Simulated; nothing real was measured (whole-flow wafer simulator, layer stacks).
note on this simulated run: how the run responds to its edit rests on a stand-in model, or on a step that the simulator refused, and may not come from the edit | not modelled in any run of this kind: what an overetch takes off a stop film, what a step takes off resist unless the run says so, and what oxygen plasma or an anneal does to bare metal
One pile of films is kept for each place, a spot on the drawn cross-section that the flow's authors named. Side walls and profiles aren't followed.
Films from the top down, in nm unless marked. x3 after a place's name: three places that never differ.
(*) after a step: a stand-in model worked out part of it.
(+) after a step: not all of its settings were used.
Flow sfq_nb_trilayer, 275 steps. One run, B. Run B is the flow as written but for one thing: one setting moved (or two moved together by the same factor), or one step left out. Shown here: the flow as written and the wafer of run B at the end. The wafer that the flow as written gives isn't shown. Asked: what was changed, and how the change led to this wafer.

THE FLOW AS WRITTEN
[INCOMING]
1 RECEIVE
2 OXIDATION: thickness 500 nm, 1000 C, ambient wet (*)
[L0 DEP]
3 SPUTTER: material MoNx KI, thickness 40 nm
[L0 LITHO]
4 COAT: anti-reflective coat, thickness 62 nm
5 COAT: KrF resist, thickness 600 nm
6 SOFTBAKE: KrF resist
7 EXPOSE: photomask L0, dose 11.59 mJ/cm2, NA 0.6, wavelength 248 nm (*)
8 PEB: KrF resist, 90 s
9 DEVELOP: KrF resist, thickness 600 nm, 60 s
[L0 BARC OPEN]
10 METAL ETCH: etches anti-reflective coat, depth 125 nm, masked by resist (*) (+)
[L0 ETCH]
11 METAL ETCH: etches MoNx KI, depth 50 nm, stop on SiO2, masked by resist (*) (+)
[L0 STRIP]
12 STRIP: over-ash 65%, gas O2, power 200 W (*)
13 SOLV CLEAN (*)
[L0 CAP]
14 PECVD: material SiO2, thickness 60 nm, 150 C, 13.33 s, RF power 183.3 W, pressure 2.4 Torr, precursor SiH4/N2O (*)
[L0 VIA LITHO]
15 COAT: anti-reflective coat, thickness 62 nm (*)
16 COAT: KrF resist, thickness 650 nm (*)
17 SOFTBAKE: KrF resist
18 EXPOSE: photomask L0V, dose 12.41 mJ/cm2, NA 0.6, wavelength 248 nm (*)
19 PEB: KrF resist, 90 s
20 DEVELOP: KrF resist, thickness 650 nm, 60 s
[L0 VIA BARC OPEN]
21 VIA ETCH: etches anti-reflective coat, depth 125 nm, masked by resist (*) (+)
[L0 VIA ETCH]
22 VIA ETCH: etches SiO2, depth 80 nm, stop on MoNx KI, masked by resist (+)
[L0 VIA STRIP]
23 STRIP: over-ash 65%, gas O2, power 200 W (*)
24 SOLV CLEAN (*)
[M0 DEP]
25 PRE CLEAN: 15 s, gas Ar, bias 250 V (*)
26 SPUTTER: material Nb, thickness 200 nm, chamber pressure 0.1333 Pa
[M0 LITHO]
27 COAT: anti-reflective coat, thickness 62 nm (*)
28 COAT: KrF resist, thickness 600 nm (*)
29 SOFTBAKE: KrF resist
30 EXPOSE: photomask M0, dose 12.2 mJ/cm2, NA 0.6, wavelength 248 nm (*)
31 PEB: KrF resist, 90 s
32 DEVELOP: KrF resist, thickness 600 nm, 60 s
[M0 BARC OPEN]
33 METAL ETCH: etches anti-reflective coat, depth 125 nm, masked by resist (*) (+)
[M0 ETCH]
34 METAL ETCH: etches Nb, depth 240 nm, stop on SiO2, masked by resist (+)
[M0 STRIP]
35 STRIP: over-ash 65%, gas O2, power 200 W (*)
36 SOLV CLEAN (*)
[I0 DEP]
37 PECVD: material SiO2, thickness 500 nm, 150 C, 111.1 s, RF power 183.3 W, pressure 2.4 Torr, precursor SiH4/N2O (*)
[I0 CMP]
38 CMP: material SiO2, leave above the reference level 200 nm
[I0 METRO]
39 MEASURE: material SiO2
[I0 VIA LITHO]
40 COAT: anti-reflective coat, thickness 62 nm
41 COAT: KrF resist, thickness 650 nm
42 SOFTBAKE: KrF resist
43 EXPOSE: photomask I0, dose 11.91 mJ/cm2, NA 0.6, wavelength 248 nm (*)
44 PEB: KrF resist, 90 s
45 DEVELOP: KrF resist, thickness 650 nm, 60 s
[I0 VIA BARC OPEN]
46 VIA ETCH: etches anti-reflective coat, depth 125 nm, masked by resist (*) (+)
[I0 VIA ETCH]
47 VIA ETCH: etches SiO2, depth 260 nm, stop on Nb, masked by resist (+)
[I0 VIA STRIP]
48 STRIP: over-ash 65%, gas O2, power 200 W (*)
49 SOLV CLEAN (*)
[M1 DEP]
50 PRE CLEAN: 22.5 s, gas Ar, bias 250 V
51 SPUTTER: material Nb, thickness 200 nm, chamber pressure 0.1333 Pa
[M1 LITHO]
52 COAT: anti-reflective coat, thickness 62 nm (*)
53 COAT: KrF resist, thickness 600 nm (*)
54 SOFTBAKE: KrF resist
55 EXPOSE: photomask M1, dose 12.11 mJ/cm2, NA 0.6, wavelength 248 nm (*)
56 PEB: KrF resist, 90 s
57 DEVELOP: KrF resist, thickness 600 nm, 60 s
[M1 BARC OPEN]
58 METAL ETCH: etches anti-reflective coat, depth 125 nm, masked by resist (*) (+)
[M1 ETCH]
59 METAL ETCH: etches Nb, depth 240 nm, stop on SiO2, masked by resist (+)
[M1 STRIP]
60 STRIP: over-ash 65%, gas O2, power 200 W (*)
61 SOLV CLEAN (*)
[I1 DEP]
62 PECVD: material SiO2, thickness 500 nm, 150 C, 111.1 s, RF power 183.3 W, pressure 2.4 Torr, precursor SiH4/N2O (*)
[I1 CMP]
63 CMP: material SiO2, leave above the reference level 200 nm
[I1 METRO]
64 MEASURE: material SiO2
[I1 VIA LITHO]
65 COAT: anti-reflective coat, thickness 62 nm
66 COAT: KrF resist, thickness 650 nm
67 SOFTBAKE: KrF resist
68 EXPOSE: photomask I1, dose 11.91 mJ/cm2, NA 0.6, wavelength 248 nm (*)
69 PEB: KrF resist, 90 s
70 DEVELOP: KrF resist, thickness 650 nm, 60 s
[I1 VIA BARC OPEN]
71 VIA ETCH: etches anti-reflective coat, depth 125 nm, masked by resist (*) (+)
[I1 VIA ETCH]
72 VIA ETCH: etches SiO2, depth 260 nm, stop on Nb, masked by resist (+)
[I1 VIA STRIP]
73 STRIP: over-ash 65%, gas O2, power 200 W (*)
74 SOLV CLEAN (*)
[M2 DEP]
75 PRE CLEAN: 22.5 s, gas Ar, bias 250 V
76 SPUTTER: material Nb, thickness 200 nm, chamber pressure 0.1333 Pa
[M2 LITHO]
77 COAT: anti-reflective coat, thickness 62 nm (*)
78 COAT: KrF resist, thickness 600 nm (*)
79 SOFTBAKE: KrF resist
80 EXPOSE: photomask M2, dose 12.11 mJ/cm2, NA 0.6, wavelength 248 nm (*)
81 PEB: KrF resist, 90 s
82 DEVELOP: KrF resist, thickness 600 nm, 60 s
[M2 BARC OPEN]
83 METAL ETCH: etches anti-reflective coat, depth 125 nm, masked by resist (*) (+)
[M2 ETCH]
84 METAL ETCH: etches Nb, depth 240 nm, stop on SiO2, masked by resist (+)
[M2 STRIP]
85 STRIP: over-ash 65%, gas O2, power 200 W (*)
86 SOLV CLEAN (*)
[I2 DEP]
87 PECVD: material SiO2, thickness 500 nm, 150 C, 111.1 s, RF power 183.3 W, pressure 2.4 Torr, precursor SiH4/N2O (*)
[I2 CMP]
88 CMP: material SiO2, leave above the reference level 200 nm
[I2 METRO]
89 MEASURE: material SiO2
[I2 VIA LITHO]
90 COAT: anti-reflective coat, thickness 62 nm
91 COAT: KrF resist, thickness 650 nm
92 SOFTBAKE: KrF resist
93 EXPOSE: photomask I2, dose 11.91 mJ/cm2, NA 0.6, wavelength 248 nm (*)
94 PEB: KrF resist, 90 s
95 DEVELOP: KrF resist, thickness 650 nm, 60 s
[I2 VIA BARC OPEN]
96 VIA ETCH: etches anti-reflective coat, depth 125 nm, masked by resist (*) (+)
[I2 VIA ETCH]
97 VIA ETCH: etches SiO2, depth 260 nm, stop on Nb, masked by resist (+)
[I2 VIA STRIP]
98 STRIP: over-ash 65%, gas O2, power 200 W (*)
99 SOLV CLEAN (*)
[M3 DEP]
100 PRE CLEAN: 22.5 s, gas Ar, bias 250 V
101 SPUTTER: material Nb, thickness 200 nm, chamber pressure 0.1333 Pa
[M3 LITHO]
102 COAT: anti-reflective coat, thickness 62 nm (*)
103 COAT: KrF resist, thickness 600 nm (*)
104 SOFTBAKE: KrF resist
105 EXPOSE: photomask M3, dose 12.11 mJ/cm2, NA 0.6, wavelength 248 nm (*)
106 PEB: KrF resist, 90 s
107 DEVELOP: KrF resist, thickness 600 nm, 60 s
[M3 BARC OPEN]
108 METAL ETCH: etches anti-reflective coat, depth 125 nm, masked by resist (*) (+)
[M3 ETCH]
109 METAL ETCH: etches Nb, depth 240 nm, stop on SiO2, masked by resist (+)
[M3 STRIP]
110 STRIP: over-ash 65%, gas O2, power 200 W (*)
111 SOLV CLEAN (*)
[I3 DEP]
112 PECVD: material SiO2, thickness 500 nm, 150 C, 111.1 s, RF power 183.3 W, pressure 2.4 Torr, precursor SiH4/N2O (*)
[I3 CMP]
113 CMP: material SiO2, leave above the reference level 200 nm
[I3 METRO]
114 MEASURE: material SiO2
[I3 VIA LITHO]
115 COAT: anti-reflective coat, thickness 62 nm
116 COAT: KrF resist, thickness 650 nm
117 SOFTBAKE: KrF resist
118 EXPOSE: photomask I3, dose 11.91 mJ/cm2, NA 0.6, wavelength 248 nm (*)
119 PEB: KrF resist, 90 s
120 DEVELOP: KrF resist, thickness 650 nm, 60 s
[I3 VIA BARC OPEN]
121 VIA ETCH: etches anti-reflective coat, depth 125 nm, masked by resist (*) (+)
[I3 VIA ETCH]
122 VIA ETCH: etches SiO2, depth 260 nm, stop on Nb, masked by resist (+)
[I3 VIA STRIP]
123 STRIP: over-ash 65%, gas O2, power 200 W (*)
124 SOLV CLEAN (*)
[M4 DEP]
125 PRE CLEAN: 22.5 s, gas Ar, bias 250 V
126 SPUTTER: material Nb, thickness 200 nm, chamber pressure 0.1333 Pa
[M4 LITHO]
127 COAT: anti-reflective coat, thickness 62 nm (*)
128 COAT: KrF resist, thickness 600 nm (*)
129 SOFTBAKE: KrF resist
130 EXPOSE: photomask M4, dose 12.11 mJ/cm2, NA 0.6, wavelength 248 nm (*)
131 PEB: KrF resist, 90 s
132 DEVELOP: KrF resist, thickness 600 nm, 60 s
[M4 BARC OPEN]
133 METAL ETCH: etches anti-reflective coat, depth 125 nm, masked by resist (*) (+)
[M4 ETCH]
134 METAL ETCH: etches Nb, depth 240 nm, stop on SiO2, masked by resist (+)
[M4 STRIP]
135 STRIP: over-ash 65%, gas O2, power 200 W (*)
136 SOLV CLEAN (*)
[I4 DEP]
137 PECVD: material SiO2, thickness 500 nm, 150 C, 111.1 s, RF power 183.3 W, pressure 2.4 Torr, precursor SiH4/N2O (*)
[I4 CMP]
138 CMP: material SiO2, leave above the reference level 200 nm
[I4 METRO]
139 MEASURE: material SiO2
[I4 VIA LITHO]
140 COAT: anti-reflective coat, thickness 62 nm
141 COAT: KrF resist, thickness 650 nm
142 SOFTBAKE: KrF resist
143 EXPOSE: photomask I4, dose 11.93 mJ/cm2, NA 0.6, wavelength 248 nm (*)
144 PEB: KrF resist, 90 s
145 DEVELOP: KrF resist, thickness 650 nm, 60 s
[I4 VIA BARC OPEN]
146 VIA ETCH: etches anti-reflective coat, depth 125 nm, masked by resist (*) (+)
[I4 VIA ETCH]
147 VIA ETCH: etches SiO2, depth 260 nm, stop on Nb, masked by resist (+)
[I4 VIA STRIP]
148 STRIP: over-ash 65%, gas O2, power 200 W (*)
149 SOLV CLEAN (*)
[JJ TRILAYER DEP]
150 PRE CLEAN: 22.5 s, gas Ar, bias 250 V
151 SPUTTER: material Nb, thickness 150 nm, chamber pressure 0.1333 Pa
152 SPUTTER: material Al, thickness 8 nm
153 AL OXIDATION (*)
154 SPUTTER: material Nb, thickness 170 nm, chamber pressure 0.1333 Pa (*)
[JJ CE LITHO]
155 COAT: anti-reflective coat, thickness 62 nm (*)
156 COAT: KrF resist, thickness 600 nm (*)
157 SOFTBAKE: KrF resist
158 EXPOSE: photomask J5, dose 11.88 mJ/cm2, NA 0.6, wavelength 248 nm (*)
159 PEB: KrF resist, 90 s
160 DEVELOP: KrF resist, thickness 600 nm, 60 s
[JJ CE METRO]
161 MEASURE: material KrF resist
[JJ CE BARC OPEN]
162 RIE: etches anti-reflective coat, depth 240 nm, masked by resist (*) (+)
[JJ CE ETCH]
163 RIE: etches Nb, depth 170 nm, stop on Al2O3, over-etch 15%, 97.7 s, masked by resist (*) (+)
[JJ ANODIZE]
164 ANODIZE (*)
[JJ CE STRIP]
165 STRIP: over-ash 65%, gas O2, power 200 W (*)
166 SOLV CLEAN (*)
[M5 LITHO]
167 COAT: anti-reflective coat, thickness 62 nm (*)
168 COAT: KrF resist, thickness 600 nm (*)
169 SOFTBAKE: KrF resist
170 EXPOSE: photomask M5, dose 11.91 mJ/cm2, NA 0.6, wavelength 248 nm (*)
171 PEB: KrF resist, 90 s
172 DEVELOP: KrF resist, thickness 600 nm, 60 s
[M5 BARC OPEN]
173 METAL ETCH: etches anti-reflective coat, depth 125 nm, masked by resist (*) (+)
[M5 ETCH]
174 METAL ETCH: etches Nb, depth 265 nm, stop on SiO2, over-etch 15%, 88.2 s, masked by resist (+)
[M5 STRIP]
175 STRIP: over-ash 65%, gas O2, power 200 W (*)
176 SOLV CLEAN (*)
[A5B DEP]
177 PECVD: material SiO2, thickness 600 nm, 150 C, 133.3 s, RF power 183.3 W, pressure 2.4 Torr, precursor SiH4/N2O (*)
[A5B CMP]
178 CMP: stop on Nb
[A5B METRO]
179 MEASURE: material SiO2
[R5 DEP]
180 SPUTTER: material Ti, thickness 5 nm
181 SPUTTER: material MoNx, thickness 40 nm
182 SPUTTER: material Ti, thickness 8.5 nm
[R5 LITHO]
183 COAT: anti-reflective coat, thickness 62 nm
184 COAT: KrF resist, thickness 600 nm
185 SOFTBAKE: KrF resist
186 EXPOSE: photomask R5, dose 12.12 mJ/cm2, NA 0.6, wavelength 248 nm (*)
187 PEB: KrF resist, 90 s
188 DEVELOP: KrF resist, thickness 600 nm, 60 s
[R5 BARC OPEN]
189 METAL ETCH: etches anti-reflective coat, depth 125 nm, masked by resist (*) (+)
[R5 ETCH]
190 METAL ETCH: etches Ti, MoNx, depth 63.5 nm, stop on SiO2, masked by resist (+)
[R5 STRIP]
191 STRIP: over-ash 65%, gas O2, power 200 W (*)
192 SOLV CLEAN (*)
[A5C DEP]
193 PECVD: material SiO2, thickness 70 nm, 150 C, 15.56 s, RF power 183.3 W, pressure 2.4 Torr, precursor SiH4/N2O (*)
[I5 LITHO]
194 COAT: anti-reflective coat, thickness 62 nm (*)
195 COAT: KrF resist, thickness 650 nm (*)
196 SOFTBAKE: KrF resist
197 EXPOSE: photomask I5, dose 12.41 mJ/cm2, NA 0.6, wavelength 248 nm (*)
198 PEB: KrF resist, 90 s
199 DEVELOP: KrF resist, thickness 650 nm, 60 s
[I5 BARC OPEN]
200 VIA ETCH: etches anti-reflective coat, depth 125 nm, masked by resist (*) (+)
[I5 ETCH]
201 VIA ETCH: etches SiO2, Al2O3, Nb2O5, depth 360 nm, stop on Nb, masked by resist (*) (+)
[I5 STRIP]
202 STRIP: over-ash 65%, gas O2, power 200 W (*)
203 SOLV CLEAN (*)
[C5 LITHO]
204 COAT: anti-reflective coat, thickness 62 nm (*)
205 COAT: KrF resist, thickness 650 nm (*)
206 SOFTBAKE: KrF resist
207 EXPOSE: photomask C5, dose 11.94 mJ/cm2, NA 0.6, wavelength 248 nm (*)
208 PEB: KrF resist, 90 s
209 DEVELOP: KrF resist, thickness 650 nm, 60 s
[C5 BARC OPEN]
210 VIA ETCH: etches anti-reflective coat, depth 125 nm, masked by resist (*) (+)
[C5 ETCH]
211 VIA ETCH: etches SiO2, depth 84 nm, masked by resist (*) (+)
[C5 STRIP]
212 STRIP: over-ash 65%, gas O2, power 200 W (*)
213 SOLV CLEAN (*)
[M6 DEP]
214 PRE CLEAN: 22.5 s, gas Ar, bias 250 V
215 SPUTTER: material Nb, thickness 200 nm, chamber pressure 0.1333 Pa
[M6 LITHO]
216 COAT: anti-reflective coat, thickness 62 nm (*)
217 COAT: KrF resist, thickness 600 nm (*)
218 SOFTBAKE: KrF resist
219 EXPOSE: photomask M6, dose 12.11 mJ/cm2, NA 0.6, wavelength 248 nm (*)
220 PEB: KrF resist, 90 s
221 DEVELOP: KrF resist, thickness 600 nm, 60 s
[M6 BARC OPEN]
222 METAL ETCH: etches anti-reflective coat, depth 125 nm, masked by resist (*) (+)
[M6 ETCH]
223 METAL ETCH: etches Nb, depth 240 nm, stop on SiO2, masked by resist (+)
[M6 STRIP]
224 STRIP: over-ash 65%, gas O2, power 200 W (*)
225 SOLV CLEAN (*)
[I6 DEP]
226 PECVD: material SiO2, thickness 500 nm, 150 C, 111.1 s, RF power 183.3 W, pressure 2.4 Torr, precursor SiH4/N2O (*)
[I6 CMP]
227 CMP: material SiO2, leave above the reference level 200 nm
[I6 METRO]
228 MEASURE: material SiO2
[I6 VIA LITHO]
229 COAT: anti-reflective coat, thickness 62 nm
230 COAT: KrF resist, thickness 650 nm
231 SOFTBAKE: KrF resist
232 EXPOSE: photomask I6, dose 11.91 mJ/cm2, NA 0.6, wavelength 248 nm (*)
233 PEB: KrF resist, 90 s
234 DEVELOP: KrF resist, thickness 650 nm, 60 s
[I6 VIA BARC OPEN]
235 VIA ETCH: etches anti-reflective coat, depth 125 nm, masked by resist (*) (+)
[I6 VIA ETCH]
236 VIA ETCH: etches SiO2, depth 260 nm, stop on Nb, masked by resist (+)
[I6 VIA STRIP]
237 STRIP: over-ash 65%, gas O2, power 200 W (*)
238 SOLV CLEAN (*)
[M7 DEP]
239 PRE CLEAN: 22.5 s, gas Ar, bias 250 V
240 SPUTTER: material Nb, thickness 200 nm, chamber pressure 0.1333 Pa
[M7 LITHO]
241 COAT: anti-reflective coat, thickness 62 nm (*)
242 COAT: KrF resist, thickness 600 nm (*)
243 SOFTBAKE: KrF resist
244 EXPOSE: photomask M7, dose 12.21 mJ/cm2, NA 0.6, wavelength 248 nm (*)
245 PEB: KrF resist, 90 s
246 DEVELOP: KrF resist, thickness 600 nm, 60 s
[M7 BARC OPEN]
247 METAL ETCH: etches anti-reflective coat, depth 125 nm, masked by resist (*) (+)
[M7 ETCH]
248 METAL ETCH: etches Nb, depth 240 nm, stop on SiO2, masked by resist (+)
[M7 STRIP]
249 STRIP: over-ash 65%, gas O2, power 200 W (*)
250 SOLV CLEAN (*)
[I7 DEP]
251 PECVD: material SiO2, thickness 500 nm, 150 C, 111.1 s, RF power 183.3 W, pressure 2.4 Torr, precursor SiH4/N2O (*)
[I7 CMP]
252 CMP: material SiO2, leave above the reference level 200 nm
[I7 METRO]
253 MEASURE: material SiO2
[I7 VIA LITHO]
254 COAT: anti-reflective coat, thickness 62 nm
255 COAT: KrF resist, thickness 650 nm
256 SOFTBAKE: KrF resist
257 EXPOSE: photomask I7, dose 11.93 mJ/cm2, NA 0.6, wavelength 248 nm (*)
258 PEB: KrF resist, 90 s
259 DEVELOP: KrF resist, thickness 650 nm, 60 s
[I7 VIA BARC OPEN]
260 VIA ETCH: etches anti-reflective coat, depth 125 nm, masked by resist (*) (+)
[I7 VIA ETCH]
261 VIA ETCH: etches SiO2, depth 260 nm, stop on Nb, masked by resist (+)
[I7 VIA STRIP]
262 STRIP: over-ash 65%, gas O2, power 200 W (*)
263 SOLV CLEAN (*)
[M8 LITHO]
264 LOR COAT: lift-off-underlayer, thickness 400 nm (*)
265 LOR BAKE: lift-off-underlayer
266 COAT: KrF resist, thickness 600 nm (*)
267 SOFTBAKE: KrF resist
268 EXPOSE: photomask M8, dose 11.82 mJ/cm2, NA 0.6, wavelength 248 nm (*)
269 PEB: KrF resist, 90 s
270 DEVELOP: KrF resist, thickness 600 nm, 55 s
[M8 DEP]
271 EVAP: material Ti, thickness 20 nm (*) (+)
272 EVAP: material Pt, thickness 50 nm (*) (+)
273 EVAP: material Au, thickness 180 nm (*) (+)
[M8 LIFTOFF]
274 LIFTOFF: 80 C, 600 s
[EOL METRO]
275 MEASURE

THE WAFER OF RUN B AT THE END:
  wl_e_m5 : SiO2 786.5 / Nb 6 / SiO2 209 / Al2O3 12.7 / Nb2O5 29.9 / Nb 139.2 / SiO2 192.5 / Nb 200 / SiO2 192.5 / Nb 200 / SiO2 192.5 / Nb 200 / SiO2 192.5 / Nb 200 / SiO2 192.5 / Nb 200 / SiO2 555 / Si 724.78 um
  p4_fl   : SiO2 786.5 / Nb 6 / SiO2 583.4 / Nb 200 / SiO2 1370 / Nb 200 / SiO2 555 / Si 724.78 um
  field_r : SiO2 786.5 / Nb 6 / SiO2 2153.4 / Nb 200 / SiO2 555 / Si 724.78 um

The cause: step 223, METAL ETCH: depth 194 nm was run, where the flow has depth 240 nm.

How the change led to this, step by step:
  223 METAL ETCH: etches Nb, depth 240 nm, stop on SiO2, masked by resist (+)
      field_l, gap, moat and 76 more: Nb -194 (as written it would be: Nb -200 (all of it))
      v_sur, via_wl, via_w and 24 more: KrF resist -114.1 (as written it would be: KrF resist -141.2)
  224 STRIP: over-ash 65%, gas O2, power 200 W (*)
      wl_j_sl, wl_j_sr: KrF resist -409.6 (all of it), anti-reflective coat -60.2 (all of it) (as written it would be: KrF resist -382.5 (all of it), anti-reflective coat -60.2 (all of it))
      wl_c_m6, wl_f_m6: KrF resist -409.3 (all of it), anti-reflective coat -62 (all of it) (as written it would be: KrF resist -382.3 (all of it), anti-reflective coat -62 (all of it))
      (and at 23 more places)
  226 PECVD: material SiO2, thickness 500 nm, 150 C, 111.1 s, RF power 183.3 W, pressure 2.4 Torr, precursor SiH4/N2O (*)
      field_l, p4_fl, p4_fm and 62 more: SiO2 +500 (new film) (as written it would be: SiO2 +500)
      moat, field_r, lsp_l, ln_m5, lsp_m: SiO2 +493.8 (new film) (as written it would be: SiO2 +493.6)
      (and at 9 more places)
  227 CMP: material SiO2, leave above the reference level 200 nm
      field_l, p4_fl, p4_fm and 59 more: SiO2 -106 (as written it would be: SiO2 -100)
      moat, field_r, lsp_l, ln_m5, lsp_m: SiO2 -99.8 (as written it would be: SiO2 -93.6)
      (and at 8 more places)
Counting metal films that touch as one body, wl_e_m5 has 7 bodies (between them, from the top down: SiO2 209 / Al2O3 12.7 / Nb2O5 29.9; SiO2 192.5; SiO2 192.5; SiO2 192.5; SiO2 192.5; SiO2 192.5); the flow as written gives 6 bodies (between them, from the top down: SiO2 192.5; SiO2 192.5; SiO2 192.5; SiO2 192.5; SiO2 192.5).
Counting metal films that touch as one body, p4_fl has 3 bodies (between them, from the top down: SiO2 583.4; SiO2 1370); the flow as written gives 2 bodies (between them, from the top down: SiO2 1370).
Counting metal films that touch as one body, field_r has 2 bodies (between them, from the top down: SiO2 2153.4); the flow as written gives 1 body.
